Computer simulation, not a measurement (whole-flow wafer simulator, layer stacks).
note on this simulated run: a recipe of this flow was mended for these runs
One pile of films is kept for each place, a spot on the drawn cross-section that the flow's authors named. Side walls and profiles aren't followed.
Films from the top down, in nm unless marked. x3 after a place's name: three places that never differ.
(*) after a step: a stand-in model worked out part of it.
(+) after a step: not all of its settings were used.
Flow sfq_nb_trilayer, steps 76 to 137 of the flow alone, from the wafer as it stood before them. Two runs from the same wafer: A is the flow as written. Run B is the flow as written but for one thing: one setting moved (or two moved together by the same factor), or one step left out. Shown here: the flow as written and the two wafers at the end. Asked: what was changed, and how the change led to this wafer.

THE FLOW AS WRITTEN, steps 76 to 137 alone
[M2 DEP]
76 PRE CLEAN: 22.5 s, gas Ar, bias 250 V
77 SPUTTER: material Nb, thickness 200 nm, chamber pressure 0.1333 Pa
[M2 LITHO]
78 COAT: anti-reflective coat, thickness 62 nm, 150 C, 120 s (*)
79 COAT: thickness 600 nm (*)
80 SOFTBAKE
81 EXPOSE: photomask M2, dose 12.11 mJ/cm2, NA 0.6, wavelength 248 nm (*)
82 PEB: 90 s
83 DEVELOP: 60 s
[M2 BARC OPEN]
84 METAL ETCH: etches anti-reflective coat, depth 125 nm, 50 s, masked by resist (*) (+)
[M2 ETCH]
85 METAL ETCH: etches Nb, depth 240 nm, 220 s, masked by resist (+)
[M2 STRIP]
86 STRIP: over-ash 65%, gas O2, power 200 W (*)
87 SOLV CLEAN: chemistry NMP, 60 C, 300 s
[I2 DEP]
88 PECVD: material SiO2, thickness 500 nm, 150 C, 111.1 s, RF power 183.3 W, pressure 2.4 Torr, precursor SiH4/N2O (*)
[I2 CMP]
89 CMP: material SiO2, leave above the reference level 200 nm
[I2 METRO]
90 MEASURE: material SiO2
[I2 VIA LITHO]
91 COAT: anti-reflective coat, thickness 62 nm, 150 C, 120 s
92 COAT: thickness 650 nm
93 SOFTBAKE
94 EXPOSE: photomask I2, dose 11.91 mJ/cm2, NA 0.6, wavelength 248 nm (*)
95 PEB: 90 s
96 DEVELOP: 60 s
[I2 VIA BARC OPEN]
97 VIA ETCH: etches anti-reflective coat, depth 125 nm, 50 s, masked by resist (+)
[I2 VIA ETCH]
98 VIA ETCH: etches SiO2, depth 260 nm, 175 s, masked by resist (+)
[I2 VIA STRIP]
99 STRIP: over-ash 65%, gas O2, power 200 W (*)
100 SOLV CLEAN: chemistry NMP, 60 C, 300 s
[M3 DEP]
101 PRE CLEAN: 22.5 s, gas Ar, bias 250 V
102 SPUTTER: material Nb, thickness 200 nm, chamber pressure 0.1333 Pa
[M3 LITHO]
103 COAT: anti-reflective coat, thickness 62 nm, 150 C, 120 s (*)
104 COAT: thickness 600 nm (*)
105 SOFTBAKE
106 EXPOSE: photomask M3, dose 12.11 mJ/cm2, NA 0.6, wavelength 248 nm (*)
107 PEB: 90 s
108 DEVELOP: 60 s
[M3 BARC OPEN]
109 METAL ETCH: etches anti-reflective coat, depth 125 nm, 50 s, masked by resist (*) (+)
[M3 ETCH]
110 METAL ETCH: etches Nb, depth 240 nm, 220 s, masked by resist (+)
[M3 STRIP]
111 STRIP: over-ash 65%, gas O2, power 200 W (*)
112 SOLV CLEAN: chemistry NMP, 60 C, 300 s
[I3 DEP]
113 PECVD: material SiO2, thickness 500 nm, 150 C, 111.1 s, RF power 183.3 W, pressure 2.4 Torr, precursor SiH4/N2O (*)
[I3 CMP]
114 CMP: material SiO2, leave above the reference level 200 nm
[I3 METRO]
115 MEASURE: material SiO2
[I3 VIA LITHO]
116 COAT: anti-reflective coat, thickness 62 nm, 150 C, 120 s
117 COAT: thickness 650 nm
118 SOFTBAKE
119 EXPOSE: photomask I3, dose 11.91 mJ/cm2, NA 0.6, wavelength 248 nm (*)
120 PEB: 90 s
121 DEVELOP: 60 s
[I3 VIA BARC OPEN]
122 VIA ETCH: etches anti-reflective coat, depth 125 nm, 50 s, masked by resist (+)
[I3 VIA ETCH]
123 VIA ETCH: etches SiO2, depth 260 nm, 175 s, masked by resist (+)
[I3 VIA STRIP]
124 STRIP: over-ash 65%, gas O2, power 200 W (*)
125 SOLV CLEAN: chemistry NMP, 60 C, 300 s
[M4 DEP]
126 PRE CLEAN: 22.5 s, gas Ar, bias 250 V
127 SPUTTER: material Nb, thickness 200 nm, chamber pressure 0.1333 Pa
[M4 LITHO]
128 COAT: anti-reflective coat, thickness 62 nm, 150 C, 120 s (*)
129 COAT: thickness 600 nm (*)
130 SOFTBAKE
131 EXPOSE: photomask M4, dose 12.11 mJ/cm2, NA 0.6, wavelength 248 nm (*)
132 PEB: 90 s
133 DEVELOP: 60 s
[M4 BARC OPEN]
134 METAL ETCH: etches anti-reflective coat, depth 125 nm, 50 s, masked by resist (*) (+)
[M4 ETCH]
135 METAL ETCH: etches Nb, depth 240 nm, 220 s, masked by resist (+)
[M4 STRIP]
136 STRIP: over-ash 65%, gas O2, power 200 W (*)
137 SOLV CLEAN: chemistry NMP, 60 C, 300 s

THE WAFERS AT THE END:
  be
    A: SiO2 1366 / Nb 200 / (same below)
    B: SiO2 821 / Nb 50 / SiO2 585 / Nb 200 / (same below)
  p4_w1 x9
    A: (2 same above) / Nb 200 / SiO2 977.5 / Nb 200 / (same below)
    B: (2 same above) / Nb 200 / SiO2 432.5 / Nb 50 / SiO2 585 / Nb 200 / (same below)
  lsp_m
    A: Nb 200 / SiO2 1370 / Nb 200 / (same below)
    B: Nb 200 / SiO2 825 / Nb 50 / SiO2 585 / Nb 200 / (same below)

The cause: step 77, SPUTTER: thickness 290 nm was run, where the flow has thickness 200 nm.

How the change led to this, step by step:
  77 SPUTTER: material Nb, thickness 200 nm, chamber pressure 0.1333 Pa
      field_l, v_sur, via_wl and 102 more: A Nb +200 (new film) | B Nb +290 (new film)
      via_v: A Nb +172.8 | B Nb +251.6
  85 METAL ETCH: etches Nb, depth 240 nm, 220 s, masked by resist (+)
      field_l, be, be_sur and 81 more: A Nb -200 (all of it), SiO2 -4 | B Nb -240
  88 PECVD: material SiO2, thickness 500 nm, 150 C, 111.1 s, RF power 183.3 W, pressure 2.4 Torr, precursor SiH4/N2O (*)
      field_l, be, be_sur and 81 more: A SiO2 +500 | B SiO2 +500 (new film)
      via_v: A SiO2 +612.8 (new film) | B SiO2 +599.5 (new film)
  89 CMP: material SiO2, leave above the reference level 200 nm
      field_l, be, be_sur and 81 more: A SiO2 -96 | B SiO2 -60
      via_v: A SiO2 -181.6 | B SiO2 -157.1
Counting metal films that touch as one body, be has 2 bodies (between them, from the top down: SiO2 585); the flow as written gives 1 body.
Counting metal films that touch as one body, p4_w1 x9 has 4 bodies (between them, from the top down: SiO2 192.5; SiO2 432.5; SiO2 585); the flow as written gives 3 bodies (between them, from the top down: SiO2 192.5; SiO2 977.5).
Counting metal films that touch as one body, lsp_m has 3 bodies (between them, from the top down: SiO2 825; SiO2 585); the flow as written gives 2 bodies (between them, from the top down: SiO2 1370).
